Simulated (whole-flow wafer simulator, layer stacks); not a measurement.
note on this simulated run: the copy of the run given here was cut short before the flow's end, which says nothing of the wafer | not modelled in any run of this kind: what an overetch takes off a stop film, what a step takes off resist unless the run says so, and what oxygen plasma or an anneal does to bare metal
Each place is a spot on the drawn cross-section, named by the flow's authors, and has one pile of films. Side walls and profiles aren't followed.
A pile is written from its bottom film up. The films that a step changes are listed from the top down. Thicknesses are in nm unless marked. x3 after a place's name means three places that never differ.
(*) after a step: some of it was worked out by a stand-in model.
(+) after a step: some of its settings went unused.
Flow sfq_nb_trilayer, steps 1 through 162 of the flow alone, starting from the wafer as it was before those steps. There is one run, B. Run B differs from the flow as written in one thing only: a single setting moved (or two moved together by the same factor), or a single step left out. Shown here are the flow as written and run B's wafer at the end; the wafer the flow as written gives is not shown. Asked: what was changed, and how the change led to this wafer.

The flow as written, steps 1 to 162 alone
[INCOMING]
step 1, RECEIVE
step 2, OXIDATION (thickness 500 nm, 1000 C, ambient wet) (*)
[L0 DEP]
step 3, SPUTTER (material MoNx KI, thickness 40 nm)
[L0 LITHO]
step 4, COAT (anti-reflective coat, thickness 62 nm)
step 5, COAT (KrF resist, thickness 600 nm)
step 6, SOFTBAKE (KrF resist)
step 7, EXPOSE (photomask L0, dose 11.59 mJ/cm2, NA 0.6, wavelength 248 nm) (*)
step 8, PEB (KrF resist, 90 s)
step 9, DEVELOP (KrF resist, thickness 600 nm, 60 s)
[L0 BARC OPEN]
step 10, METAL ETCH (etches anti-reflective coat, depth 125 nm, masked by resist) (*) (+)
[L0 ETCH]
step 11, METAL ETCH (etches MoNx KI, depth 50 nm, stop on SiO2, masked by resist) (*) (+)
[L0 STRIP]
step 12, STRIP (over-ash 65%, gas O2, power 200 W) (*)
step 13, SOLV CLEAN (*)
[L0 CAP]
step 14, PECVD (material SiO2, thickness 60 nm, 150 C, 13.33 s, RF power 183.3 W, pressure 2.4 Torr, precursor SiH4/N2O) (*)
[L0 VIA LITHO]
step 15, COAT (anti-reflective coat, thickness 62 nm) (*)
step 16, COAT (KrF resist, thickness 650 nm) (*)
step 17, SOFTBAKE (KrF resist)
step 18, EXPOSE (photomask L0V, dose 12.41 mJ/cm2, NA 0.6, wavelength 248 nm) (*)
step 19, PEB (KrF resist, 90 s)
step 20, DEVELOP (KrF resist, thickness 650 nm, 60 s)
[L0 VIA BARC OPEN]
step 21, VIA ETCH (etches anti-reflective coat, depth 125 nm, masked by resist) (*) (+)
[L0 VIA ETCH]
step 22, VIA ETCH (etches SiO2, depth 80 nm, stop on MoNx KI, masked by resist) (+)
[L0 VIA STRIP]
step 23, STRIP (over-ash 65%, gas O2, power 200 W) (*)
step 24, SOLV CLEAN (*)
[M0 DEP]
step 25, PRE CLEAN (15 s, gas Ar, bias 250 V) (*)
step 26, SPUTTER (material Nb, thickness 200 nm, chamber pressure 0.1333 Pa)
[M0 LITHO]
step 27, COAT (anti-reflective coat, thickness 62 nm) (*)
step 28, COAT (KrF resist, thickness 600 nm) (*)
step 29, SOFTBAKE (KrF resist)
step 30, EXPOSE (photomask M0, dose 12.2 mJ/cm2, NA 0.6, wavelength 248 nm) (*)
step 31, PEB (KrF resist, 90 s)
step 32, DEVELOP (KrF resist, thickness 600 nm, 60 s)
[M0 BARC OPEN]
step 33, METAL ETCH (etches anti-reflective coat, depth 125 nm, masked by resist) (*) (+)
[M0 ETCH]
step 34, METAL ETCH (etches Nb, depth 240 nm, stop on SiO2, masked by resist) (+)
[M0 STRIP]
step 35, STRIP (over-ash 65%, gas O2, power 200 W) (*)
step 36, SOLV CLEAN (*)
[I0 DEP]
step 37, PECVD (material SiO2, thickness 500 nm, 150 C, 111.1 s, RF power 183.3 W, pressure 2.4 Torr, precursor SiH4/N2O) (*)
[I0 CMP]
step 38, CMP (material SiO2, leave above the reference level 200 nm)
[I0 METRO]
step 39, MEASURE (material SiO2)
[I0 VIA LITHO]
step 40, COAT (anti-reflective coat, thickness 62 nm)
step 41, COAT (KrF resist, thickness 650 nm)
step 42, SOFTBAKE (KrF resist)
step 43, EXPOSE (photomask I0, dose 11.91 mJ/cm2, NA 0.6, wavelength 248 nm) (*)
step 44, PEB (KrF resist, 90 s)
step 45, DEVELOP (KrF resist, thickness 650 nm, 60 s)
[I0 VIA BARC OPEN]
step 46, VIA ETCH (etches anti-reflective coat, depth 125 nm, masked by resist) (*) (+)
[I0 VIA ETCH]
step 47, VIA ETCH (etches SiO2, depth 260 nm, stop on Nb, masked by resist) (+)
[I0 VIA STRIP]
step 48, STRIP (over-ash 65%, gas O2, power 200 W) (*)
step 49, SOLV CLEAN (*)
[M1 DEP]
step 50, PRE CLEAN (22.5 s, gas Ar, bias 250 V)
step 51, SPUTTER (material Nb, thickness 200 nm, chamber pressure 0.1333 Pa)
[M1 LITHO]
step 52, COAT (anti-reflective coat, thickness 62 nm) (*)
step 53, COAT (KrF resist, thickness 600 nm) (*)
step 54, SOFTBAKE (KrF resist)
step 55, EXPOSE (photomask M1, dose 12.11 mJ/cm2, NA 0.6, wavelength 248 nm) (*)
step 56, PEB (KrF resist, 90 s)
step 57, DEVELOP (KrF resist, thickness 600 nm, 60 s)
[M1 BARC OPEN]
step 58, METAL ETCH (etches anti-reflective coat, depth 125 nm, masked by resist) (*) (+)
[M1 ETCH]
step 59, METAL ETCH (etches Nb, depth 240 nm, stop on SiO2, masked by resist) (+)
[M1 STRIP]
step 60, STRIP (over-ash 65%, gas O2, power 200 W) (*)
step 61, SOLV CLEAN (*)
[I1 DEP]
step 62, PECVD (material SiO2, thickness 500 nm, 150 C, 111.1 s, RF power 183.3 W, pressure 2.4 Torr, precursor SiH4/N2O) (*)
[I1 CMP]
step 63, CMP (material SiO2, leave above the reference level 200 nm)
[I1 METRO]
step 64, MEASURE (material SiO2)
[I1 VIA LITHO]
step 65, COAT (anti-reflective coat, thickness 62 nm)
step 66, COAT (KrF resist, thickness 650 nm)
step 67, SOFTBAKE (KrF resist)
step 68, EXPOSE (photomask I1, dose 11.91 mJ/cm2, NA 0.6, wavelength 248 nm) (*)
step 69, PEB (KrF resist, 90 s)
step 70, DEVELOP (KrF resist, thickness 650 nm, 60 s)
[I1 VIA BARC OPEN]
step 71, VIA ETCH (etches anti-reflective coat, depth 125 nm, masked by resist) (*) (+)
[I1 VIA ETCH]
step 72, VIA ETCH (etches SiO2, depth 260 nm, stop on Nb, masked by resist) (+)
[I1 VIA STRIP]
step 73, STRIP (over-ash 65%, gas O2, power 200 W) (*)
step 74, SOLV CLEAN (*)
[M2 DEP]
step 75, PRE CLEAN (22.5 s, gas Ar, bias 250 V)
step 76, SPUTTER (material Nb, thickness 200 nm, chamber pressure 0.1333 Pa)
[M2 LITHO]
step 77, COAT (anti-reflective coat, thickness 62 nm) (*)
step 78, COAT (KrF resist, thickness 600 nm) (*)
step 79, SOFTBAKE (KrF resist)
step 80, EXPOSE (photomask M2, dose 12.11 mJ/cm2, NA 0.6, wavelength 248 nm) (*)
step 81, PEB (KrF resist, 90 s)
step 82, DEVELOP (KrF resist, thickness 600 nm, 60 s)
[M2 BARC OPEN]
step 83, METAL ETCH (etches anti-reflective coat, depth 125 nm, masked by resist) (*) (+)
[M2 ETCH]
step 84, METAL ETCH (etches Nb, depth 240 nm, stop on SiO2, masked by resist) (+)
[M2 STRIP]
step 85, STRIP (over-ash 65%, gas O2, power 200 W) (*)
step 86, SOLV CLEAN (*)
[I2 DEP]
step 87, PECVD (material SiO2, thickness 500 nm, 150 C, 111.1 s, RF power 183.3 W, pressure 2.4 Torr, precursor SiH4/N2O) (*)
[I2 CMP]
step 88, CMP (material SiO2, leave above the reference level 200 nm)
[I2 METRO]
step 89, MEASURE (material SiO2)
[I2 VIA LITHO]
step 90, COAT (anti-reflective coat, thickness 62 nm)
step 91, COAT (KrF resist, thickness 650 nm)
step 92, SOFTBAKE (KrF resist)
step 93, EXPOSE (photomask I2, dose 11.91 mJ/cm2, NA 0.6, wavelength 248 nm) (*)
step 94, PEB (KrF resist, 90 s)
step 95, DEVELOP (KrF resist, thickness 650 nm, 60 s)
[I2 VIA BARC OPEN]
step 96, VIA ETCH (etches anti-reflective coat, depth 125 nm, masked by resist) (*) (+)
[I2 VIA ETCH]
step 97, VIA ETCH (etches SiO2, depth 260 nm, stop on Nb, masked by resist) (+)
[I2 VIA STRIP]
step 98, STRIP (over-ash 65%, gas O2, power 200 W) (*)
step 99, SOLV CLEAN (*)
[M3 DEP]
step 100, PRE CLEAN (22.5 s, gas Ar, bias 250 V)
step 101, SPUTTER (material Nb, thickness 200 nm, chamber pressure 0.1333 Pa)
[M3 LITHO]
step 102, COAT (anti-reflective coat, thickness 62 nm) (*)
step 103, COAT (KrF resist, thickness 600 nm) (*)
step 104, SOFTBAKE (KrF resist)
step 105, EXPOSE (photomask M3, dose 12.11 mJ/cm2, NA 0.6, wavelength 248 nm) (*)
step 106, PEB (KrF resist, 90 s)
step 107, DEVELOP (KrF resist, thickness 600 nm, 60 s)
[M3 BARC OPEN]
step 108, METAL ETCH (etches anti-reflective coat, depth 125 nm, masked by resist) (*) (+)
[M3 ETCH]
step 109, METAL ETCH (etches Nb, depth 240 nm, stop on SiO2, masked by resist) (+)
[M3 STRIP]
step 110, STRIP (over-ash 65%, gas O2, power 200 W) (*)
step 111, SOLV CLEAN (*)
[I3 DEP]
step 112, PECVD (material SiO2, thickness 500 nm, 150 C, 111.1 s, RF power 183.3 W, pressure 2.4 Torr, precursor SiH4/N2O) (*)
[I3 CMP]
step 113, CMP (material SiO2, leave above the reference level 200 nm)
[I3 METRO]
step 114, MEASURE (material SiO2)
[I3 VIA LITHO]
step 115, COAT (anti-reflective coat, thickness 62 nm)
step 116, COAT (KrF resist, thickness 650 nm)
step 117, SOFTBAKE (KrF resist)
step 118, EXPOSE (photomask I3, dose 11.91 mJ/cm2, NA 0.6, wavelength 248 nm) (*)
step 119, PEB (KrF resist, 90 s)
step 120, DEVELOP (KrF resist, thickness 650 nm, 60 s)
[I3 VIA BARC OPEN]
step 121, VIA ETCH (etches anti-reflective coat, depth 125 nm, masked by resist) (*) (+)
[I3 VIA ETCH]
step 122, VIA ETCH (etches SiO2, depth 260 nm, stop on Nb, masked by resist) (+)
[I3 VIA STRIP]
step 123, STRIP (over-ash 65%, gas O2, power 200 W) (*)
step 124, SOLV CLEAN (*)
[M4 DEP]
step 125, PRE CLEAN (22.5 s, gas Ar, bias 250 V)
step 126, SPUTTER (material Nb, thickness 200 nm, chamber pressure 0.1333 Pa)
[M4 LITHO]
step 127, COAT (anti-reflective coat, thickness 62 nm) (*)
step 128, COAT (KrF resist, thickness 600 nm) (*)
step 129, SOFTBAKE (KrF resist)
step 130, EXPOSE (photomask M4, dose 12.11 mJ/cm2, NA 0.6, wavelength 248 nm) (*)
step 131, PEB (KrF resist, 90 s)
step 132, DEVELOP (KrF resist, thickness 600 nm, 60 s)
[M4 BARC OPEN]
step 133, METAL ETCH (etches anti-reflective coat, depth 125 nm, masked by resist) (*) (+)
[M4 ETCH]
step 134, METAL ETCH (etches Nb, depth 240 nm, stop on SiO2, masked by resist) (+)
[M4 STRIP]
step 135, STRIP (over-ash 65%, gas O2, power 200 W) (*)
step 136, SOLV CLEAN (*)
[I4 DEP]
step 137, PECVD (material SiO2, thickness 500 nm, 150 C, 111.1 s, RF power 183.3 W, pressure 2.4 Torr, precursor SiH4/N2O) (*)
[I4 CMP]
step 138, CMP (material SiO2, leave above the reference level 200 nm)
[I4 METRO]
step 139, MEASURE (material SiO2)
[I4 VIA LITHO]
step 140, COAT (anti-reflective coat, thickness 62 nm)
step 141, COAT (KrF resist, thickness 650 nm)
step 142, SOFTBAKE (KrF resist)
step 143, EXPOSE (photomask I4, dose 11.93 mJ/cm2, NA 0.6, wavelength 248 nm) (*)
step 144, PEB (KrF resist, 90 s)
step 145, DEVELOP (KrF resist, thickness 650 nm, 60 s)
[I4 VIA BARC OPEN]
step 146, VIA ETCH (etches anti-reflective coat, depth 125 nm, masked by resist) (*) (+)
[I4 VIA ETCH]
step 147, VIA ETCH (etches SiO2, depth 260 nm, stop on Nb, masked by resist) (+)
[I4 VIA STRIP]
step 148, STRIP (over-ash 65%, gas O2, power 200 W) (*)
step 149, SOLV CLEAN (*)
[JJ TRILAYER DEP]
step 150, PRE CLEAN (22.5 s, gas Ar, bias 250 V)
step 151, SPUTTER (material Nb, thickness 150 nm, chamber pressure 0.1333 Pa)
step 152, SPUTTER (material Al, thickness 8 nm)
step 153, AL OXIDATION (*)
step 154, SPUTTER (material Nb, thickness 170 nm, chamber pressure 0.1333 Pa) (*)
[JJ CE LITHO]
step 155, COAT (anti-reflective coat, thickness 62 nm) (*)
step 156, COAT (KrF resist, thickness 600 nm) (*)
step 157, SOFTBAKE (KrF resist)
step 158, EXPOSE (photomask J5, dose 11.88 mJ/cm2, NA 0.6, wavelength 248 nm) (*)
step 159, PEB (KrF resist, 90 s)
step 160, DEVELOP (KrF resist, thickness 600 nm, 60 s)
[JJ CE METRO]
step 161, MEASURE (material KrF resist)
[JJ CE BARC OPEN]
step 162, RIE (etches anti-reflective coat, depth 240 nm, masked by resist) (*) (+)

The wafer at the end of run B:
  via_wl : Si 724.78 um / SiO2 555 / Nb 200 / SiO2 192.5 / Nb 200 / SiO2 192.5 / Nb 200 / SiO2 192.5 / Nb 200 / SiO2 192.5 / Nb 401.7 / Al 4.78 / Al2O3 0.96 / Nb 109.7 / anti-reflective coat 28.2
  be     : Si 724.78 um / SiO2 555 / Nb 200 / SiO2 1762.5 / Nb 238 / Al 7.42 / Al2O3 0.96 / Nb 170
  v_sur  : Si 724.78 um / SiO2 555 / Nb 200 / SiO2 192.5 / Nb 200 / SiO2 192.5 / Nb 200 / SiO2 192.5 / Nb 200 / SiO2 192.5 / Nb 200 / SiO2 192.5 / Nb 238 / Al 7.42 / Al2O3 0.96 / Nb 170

The reason: step 151, SPUTTER: thickness 238 nm was run, while the flow as written has thickness 150 nm.
The wafer itself shows it: be has Nb 238, and step 151 as written asks for 150 nm.

Step by step, how the change led to this:
  step 151, SPUTTER (material Nb, thickness 150 nm, chamber pressure 0.1333 Pa)
      field_l, v_sur, via_sp and 100 more: +238 Nb (new film) (as written it would have been: +150 Nb (new film))
      via_wl, via_w, via_wr: +208.1 Nb (as written it would have been: +130.4 Nb)
  step 154, SPUTTER (material Nb, thickness 170 nm, chamber pressure 0.1333 Pa) (*)
      via_wl, via_wr: +109.7 Nb (new film) (as written it would have been: +140.7 Nb (new film))
      via_w: +155.1 Nb (new film) (as written it would have been: +141 Nb (new film))
  step 155, COAT (anti-reflective coat, thickness 62 nm) (*)
      via_wl, via_wr: +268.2 anti-reflective coat (new film) (as written it would have been: +209.4 anti-reflective coat (new film))
      via_w: +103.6 anti-reflective coat (new film) (as written it would have been: +97.4 anti-reflective coat (new film))
  step 156, COAT (KrF resist, thickness 600 nm) (*)
      via_wl: +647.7 KrF resist (new film) (as written it would have been: +663 KrF resist (new film))
      via_wr: +647.9 KrF resist (new film) (as written it would have been: +663.2 KrF resist (new film))
  step 160, DEVELOP (KrF resist, thickness 600 nm, 60 s)
      via_wl: -646.3 KrF resist (all of it) (as written it would have been: -661.6 KrF resist (all of it))
      via_wr: -646.5 KrF resist (all of it) (as written it would have been: -661.8 KrF resist (all of it))
  step 162, RIE (etches anti-reflective coat, depth 240 nm, masked by resist) (*) (+)
      via_wl, via_wr: -240 anti-reflective coat (as written it would have been: -209.4 anti-reflective coat (all of it))
      ce_l, c5j, ce_r, wl_jj: -240 KrF resist (as written it would have been: -209.4 KrF resist)
      (also at 1 further place)
